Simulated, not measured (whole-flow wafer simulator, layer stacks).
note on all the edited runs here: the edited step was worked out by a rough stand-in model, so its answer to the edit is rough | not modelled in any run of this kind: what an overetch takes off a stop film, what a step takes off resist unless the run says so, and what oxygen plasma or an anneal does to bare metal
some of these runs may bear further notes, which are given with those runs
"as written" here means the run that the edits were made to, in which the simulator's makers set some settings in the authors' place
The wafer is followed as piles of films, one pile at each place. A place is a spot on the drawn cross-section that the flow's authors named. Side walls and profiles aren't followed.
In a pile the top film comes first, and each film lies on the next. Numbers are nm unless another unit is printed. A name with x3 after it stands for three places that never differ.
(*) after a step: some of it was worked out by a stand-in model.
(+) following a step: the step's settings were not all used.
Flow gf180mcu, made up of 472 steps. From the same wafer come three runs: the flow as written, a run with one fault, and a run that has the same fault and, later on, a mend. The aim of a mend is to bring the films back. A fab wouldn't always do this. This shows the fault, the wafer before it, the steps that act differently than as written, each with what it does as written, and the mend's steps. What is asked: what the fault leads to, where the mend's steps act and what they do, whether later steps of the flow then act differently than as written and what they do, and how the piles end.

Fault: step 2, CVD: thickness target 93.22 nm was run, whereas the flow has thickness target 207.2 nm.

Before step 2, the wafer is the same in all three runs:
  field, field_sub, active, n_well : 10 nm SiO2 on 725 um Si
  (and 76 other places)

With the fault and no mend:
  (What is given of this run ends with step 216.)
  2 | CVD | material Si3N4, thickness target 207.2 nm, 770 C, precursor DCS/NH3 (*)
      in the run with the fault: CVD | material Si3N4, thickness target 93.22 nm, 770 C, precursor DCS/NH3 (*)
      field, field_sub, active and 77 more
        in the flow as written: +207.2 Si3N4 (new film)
        in the run with the fault: +93.2 Si3N4 (new film)
  Later steps of the flow acting differently than as written (6 other steps are not shown; they differ only slightly, by no more than 2% or 0.5 nm, whichever is larger):
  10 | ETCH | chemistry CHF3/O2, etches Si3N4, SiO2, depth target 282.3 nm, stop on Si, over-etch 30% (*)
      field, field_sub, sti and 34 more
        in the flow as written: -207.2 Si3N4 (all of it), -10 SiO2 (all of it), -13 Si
        in the run with the fault: -93.2 Si3N4 (all of it), -10 SiO2 (all of it), -35.8 Si
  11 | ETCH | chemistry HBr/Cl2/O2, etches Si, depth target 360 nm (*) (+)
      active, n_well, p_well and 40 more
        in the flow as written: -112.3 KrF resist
        in the run with the fault: -104.7 KrF resist
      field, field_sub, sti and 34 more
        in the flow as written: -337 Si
        in the run with the fault: -314.2 Si
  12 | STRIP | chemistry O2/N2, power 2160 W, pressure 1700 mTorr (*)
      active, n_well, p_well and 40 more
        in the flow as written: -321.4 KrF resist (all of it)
        in the run with the fault: -329 KrF resist (all of it)
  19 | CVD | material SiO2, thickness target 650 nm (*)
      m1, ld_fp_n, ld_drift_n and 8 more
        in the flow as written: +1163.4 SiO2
        in the run with the fault: +1049.4 SiO2
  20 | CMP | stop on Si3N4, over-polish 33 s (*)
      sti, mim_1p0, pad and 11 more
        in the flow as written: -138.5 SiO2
        in the run with the fault: -252.4 SiO2
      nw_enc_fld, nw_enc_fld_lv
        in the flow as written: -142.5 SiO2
        in the run with the fault: -256.4 SiO2
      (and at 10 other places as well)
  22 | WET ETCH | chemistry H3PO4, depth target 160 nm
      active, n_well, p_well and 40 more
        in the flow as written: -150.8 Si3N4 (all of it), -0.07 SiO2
        in the run with the fault: -36.8 Si3N4 (all of it), -0.96 SiO2
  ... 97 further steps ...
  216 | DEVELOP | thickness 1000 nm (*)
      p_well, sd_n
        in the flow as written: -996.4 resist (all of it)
        in the run with the fault: -886.4 resist (all of it)
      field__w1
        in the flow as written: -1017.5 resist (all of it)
        in the run with the fault: -1074.7 resist (all of it)
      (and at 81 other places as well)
  After step 216, at field, field__w1, field__w2 and 68 more, the piles differ from the flow's by more than 2% or 0.5 nm, whichever is larger.
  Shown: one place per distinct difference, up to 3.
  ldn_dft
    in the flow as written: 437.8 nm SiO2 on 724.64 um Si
    in the run with the fault: 50 nm SiO2 on 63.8 nm Si3N4 on 278.1 nm SiO2 on 724.63 um Si
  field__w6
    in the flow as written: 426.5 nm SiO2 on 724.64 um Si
    in the run with the fault: 58.6 nm SiO2 on 13 nm poly-Si on 259.5 nm SiO2 on 724.63 um Si
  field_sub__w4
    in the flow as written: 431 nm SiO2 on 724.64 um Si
    in the run with the fault: 58.9 nm SiO2 on 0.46 nm poly-Si on 263.8 nm SiO2 on 724.63 um Si

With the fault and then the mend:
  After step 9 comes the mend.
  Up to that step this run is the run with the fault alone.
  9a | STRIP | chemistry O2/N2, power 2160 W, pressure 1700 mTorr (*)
      active, n_well, p_well and 40 more
        -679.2 KrF resist (all of it)
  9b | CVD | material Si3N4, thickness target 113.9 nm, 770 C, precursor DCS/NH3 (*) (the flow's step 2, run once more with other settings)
      field, field_sub, active and 77 more
        +113.9 Si3N4
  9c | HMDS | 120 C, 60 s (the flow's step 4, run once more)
      leaves every film unchanged at each place that is followed
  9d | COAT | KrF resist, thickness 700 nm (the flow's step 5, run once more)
      field, field_sub, active and 77 more
        +700 KrF resist (new film)
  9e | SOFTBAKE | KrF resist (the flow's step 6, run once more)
      leaves every film unchanged at each place that is followed
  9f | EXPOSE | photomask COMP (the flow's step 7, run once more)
      leaves every film unchanged at each place that is followed
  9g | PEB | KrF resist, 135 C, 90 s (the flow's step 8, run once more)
      field, field_sub, active and 77 more
        -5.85 KrF resist
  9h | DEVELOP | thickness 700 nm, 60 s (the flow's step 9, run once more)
      active, n_well, p_well and 40 more
        -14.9 KrF resist
      field, field_sub, sti and 34 more
        -694.2 KrF resist (all of it)
  None of the later steps of the flow differs from how it acts as written, at any place that is followed, by more than 2% or 0.5 nm, whichever is larger.
  At every place that both follow, the piles at the end match the flow's.
